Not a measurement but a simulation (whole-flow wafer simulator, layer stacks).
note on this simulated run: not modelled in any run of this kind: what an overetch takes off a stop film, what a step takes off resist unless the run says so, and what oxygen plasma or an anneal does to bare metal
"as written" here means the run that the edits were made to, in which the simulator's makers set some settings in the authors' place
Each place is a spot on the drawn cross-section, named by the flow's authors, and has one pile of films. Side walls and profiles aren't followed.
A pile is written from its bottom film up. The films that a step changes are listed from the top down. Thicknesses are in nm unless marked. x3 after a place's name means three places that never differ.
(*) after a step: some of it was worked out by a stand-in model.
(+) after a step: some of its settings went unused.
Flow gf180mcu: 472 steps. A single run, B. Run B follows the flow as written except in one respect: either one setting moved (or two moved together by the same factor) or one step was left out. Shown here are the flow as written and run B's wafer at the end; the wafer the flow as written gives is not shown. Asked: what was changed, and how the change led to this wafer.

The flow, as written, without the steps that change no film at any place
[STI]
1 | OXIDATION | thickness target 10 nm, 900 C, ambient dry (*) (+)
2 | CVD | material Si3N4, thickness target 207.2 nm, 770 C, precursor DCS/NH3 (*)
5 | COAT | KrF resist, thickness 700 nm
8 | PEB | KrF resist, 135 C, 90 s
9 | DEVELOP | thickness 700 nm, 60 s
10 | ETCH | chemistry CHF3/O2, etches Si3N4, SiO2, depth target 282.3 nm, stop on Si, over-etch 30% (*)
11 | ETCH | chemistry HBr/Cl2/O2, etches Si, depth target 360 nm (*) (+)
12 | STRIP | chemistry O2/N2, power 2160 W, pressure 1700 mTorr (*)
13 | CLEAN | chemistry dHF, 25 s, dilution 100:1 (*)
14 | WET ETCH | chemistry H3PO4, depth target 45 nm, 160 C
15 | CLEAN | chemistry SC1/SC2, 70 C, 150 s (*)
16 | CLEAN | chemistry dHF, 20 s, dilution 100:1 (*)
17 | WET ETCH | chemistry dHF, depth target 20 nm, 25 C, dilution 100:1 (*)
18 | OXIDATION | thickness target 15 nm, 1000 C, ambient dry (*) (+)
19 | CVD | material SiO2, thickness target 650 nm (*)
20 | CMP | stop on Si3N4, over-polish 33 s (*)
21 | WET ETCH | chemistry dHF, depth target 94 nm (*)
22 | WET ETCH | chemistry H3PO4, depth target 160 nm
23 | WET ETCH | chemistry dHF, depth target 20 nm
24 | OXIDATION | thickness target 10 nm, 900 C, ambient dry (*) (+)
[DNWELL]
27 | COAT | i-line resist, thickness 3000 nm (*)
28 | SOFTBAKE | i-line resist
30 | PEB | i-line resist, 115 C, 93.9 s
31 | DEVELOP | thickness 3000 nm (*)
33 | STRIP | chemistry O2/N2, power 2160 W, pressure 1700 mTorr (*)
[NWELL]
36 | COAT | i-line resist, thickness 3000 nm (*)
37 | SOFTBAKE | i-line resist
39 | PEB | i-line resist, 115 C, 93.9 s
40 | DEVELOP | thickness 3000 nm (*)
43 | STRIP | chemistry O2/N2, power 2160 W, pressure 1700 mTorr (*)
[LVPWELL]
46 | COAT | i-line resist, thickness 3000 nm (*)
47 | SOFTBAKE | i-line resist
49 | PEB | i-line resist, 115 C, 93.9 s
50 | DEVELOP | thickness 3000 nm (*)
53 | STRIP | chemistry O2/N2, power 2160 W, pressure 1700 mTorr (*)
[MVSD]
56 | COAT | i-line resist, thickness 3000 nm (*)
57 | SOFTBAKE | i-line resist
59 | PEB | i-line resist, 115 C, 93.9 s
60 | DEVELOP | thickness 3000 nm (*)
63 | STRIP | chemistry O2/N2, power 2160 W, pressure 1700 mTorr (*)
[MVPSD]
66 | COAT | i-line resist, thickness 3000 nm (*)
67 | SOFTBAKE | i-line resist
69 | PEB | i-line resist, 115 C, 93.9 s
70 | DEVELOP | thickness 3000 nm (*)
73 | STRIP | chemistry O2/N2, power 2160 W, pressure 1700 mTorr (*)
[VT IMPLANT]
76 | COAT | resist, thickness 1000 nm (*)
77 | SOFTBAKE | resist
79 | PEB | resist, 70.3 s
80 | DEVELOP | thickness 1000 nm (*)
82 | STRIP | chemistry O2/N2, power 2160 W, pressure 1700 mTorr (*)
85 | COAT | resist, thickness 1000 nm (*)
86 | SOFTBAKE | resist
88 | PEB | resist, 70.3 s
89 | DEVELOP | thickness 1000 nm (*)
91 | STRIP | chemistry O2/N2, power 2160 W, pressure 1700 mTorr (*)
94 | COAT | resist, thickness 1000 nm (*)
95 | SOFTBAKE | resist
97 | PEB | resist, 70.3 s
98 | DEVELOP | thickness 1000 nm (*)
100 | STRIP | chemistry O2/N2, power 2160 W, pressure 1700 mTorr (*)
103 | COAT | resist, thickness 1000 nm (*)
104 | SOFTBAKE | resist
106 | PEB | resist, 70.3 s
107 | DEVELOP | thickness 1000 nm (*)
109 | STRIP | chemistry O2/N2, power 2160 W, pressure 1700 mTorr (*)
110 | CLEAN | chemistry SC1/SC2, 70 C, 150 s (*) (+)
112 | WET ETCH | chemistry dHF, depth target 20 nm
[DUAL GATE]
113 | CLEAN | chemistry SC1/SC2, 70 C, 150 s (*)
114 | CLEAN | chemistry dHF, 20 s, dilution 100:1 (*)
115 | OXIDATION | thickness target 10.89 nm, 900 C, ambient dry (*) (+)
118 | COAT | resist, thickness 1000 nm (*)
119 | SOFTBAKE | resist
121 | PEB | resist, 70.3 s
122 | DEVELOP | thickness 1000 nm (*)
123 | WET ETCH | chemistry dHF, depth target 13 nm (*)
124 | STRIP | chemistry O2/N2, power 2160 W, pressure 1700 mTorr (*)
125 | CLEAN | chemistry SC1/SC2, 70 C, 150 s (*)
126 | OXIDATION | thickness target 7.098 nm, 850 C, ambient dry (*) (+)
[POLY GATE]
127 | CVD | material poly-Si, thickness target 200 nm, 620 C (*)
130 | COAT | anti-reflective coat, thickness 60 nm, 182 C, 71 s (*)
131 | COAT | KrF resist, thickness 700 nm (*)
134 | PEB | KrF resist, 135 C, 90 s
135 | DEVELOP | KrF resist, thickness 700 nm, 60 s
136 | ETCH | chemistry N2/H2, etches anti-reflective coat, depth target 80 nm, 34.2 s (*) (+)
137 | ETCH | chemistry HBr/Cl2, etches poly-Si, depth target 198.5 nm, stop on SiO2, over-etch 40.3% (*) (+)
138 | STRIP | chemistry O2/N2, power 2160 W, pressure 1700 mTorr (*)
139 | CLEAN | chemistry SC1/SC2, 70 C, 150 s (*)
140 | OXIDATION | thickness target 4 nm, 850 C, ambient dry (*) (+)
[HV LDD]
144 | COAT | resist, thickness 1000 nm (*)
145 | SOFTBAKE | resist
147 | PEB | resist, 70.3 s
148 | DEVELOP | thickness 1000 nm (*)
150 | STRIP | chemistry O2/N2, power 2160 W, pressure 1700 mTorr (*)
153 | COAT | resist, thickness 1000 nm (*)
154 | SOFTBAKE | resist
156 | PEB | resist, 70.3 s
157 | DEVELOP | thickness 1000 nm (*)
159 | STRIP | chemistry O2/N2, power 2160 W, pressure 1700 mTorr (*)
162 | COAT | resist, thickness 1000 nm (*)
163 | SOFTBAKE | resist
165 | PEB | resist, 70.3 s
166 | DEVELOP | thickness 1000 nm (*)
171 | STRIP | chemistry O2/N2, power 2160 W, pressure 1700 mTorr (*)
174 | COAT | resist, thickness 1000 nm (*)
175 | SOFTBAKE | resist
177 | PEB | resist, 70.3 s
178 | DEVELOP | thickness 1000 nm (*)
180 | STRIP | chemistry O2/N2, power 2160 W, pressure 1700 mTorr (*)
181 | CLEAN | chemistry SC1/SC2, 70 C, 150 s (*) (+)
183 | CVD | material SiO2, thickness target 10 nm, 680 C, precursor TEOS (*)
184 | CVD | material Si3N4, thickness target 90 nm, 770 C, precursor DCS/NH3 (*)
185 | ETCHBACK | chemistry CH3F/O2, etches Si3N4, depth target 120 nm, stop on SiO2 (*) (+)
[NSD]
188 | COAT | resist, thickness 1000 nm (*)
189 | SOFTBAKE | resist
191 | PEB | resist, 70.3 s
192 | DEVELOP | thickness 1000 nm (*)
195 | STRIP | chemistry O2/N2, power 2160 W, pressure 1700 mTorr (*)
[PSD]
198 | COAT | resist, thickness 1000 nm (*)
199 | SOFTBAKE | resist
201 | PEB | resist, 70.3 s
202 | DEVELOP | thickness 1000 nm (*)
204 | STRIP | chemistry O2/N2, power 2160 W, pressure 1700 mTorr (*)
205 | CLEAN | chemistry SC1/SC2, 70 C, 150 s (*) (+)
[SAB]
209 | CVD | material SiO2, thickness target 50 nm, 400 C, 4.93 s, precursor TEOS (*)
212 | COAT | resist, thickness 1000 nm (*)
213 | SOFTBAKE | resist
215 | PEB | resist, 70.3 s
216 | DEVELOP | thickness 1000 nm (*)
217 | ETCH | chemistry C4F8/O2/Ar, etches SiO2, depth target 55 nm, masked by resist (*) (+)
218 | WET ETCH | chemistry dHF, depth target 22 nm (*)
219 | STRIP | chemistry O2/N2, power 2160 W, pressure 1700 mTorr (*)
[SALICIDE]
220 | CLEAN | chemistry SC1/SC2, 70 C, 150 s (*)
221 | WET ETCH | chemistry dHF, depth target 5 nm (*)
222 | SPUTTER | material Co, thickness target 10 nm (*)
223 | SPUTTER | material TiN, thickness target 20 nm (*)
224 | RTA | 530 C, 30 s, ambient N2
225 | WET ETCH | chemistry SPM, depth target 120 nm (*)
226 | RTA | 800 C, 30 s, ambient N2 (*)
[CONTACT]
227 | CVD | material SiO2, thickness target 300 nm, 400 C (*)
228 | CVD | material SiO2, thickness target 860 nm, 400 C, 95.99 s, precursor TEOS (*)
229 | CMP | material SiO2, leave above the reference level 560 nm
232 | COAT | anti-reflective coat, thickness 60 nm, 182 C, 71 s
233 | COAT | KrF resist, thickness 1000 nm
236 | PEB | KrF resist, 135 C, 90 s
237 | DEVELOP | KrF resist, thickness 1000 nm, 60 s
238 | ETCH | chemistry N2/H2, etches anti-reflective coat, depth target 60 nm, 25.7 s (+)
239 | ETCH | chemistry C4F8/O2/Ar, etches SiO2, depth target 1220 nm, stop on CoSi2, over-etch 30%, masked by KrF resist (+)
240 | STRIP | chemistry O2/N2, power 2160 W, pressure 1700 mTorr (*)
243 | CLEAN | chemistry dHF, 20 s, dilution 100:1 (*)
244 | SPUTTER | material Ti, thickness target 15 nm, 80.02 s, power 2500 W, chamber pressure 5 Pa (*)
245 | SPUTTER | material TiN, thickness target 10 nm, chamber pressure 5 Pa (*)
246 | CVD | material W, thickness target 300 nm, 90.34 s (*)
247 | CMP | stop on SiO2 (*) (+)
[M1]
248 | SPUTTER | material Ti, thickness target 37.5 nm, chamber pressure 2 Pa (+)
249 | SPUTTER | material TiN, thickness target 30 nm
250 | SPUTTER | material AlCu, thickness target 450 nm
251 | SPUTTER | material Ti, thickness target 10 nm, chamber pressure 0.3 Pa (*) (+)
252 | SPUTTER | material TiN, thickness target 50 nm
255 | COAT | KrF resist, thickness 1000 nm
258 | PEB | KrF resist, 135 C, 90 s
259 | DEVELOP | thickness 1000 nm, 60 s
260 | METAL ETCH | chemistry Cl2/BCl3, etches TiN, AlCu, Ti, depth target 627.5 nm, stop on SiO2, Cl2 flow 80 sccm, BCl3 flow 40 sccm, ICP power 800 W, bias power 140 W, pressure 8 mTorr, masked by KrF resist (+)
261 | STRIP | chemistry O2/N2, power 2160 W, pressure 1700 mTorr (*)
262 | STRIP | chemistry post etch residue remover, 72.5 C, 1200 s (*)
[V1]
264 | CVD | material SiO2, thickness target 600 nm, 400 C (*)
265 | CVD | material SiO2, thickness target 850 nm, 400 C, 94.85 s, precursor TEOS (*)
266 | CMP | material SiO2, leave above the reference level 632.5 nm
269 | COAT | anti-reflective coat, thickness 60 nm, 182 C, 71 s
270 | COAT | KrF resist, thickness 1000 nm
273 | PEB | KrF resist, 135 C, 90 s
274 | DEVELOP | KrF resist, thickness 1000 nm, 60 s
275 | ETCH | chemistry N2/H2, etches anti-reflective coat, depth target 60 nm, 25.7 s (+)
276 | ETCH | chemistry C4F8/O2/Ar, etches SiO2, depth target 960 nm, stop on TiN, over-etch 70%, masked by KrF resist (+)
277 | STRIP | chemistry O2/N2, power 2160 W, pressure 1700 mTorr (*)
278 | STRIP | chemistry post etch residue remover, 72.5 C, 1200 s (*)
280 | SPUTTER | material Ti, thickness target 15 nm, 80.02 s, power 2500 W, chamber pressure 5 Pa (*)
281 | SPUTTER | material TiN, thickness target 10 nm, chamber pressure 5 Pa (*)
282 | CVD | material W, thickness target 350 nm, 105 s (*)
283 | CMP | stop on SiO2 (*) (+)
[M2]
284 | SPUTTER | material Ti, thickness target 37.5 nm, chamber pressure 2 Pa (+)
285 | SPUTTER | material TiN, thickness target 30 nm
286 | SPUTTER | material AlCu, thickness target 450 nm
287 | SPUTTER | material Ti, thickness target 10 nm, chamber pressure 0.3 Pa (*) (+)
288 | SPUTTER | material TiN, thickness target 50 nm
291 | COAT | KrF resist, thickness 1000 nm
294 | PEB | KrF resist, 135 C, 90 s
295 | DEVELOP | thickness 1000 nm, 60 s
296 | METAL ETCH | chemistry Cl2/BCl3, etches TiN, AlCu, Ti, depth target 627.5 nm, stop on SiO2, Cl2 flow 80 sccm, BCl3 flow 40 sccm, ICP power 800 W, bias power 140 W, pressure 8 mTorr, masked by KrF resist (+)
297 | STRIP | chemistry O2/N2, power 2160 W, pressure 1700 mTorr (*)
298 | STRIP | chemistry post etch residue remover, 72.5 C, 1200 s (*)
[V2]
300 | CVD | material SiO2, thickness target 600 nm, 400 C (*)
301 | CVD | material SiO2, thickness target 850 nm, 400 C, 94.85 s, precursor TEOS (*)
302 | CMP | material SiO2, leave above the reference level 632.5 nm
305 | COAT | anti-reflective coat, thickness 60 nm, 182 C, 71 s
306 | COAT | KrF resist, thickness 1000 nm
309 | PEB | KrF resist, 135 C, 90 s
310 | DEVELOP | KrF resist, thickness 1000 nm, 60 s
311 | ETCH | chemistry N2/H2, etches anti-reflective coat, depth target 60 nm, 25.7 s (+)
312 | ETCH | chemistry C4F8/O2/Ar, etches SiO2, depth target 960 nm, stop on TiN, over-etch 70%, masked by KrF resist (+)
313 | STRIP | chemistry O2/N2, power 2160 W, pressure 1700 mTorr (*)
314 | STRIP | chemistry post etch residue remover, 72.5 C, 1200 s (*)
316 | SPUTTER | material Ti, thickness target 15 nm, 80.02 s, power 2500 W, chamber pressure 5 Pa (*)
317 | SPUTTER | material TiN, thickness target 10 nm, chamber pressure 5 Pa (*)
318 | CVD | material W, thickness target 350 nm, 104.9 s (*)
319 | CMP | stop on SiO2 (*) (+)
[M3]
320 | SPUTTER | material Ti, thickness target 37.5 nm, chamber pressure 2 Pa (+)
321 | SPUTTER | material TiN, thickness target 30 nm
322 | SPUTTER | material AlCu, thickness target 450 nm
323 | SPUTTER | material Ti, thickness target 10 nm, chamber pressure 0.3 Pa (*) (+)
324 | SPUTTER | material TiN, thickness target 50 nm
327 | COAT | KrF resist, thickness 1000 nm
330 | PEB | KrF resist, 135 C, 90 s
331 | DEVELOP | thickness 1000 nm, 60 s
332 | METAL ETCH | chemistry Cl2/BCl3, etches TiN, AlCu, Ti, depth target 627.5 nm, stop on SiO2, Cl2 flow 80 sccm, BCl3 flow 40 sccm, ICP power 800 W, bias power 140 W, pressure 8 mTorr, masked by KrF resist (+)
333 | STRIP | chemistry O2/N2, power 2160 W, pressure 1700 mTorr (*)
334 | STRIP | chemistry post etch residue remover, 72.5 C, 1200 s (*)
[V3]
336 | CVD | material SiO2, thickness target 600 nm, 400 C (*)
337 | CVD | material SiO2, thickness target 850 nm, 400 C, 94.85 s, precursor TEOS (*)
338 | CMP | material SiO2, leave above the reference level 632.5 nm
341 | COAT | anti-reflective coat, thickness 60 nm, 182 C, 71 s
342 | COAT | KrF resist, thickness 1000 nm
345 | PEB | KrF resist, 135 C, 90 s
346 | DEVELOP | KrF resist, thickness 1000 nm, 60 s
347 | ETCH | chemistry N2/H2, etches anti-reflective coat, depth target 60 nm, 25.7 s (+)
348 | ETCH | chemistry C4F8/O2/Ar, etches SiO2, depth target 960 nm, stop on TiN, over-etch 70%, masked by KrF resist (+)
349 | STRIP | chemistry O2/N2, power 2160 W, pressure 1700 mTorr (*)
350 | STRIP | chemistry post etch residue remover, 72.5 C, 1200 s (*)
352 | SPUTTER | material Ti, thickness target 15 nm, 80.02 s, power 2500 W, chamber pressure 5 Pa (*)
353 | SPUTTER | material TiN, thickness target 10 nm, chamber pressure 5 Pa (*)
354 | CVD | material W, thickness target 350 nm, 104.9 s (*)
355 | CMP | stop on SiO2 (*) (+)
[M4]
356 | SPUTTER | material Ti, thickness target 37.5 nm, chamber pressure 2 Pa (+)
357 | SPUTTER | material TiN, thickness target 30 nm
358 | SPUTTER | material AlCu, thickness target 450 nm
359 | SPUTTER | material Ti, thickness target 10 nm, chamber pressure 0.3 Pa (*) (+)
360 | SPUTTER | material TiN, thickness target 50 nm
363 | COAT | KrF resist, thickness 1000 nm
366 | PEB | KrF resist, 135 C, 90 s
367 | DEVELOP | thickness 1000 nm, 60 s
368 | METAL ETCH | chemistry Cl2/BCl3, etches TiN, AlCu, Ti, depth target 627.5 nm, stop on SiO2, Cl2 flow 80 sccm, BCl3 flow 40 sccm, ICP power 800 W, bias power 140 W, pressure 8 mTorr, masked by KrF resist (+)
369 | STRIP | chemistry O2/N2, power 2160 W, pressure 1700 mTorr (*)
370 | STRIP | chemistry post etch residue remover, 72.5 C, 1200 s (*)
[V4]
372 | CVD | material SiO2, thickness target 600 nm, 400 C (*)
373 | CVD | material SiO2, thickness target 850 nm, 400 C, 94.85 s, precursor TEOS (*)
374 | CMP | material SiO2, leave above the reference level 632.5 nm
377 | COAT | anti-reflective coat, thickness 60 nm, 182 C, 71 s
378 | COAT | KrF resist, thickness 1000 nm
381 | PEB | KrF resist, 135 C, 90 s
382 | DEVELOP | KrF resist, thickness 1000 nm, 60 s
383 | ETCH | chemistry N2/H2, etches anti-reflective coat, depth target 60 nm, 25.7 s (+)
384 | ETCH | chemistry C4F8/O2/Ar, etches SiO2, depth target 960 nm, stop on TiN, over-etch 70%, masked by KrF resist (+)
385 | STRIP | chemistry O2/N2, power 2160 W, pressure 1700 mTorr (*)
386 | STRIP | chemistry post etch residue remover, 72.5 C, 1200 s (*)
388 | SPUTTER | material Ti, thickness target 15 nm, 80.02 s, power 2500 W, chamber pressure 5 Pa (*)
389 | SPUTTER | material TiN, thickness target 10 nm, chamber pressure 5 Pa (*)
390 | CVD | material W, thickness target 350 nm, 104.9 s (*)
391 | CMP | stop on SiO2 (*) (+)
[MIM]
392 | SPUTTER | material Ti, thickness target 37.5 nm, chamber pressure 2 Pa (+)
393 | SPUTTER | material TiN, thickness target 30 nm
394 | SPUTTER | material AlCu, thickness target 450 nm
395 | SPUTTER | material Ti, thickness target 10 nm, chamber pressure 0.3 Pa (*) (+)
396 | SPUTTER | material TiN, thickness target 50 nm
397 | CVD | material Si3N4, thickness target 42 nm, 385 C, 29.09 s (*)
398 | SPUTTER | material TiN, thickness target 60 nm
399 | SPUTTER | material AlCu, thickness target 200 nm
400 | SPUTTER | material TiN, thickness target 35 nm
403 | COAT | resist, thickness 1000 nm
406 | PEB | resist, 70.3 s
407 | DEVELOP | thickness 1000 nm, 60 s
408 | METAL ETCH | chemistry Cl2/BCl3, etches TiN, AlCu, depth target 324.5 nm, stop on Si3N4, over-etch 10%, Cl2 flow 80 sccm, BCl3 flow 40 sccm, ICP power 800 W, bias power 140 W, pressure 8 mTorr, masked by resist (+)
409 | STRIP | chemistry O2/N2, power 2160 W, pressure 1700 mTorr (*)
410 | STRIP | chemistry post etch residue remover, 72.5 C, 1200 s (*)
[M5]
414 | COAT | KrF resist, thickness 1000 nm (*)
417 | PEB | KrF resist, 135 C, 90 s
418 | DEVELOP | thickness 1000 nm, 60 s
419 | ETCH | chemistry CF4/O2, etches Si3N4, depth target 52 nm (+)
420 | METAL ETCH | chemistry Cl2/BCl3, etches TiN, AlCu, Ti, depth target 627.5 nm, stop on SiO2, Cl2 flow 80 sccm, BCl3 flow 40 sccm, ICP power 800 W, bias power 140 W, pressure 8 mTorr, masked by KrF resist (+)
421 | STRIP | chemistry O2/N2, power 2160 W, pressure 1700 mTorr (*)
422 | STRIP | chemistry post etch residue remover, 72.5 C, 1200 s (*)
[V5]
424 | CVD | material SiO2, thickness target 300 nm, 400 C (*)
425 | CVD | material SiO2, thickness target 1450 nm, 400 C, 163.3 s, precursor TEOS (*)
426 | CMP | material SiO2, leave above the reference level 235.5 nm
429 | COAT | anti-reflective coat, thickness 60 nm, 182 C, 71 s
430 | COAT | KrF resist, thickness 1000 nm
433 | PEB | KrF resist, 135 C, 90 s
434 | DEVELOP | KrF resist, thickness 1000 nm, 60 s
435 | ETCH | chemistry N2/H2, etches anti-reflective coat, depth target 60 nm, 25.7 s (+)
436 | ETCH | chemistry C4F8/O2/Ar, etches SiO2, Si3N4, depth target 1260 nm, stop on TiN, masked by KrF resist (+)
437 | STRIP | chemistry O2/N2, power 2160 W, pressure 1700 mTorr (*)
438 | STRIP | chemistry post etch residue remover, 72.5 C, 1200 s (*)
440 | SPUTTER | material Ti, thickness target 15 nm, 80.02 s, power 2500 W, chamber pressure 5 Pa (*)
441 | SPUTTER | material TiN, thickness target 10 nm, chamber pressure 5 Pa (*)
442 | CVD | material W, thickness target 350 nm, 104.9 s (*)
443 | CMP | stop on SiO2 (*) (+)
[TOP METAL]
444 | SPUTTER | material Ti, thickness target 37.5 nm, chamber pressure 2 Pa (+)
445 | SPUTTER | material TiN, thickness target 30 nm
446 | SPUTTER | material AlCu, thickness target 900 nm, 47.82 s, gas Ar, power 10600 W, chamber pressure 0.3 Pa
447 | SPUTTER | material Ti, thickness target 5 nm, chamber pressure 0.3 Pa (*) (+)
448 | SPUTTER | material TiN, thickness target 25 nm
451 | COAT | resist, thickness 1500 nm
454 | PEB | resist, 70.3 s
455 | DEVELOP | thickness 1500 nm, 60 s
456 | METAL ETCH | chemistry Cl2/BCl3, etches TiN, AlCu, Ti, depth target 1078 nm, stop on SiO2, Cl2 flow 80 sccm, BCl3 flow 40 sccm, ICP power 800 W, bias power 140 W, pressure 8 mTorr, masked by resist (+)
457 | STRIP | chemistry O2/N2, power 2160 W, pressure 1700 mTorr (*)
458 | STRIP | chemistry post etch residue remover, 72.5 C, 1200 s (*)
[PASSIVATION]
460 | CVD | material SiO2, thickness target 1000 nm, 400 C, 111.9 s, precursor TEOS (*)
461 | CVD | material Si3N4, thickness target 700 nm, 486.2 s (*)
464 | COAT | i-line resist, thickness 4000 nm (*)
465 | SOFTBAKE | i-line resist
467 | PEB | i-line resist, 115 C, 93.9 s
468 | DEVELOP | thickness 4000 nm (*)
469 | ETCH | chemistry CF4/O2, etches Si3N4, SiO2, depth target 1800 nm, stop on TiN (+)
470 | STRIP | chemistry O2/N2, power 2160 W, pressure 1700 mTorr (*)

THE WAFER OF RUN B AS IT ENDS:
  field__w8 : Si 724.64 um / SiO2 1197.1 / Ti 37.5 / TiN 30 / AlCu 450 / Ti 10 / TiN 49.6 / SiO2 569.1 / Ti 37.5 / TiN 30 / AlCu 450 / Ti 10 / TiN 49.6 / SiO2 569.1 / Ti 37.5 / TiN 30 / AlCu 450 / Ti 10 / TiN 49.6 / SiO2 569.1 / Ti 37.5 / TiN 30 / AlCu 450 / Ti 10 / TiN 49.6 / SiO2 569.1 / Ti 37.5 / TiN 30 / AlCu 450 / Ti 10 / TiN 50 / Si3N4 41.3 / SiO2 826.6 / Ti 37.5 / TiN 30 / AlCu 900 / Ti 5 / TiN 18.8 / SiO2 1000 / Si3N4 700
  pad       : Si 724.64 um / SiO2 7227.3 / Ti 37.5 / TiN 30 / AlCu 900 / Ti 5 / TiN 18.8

What caused this: step 448, SPUTTER: thickness target 19.2 nm was run, whereas the flow has thickness target 25 nm.

The path from the change to this, step by step:
  448 | SPUTTER | material TiN, thickness target 25 nm
      field, field__w1, field__w2 and 109 more: +19.2 TiN (new film) (as written it would have been: +25 TiN (new film))
  456 | METAL ETCH | chemistry Cl2/BCl3, etches TiN, AlCu, Ti, depth target 1078 nm, stop on SiO2, Cl2 flow 80 sccm, BCl3 flow 40 sccm, ICP power 800 W, bias power 140 W, pressure 8 mTorr, masked by resist (+)
      field, field__w1, field__w2 and 103 more: -19.2 TiN (all of it), -5 Ti (all of it), -900 AlCu (all of it), -30 TiN (all of it), -37.5 Ti (all of it) (as written it would have been: -25 TiN (all of it), -5 Ti (all of it), -900 AlCu (all of it), -30 TiN (all of it), -37.5 Ti (all of it))
